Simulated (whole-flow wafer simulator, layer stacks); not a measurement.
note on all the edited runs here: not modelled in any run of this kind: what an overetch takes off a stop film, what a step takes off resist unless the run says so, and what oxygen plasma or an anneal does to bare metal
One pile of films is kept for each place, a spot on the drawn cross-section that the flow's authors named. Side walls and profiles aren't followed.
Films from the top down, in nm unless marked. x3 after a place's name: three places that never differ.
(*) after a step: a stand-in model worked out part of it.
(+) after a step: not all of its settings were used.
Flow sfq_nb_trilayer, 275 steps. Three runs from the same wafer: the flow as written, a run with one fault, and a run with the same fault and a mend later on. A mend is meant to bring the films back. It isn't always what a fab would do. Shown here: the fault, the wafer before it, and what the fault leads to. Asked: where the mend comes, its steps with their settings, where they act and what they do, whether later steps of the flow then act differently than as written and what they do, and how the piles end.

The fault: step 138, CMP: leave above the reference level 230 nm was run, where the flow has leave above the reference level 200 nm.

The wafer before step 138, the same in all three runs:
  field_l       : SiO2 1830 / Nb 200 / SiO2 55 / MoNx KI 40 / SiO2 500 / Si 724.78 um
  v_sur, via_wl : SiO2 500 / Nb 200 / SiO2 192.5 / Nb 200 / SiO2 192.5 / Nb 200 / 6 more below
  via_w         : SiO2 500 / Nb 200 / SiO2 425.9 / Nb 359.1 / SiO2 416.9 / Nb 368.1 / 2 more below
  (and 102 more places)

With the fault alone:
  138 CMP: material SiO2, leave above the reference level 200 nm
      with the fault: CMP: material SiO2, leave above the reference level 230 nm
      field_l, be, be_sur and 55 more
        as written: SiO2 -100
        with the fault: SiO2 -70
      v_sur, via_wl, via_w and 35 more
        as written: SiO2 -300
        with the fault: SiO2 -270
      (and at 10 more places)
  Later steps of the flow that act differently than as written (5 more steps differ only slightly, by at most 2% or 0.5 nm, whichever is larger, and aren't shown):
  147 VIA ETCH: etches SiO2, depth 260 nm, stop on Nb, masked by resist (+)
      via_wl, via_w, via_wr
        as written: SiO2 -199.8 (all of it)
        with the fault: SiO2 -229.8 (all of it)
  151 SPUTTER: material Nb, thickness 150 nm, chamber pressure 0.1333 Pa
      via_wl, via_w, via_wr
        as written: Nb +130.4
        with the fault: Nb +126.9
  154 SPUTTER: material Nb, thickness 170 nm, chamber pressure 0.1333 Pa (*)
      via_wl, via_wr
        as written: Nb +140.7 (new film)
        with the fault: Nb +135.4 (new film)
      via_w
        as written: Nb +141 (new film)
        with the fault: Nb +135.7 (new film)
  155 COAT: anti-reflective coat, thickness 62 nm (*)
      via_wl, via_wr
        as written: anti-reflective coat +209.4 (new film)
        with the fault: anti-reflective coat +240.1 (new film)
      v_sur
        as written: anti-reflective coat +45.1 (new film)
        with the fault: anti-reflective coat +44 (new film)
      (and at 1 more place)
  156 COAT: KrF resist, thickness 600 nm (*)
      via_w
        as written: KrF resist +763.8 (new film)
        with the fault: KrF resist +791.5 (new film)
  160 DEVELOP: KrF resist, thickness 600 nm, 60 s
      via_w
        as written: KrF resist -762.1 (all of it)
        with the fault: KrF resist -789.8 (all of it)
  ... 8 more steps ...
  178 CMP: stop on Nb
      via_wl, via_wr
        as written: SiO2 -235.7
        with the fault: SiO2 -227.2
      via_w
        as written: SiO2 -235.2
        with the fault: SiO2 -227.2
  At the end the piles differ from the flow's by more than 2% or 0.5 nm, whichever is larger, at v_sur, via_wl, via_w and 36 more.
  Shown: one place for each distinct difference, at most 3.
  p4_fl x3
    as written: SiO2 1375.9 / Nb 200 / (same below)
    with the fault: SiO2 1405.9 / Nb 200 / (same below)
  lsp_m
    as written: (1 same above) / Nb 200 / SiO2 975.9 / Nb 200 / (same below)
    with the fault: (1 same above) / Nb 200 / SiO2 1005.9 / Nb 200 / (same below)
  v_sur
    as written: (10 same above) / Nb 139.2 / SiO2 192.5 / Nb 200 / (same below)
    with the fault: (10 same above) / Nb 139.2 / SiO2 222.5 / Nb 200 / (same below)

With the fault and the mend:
  The mend comes after step 139.
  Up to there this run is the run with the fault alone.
  139a CMP: material SiO2, leave above the reference level 200 nm (the flow's step 138 once more)
      field_l, v_sur, via_wl and 103 more
        SiO2 -30
  No later step of the flow acts differently than as written at any place that is followed.
  At the end the piles are the same as the flow's at every place that both follow.
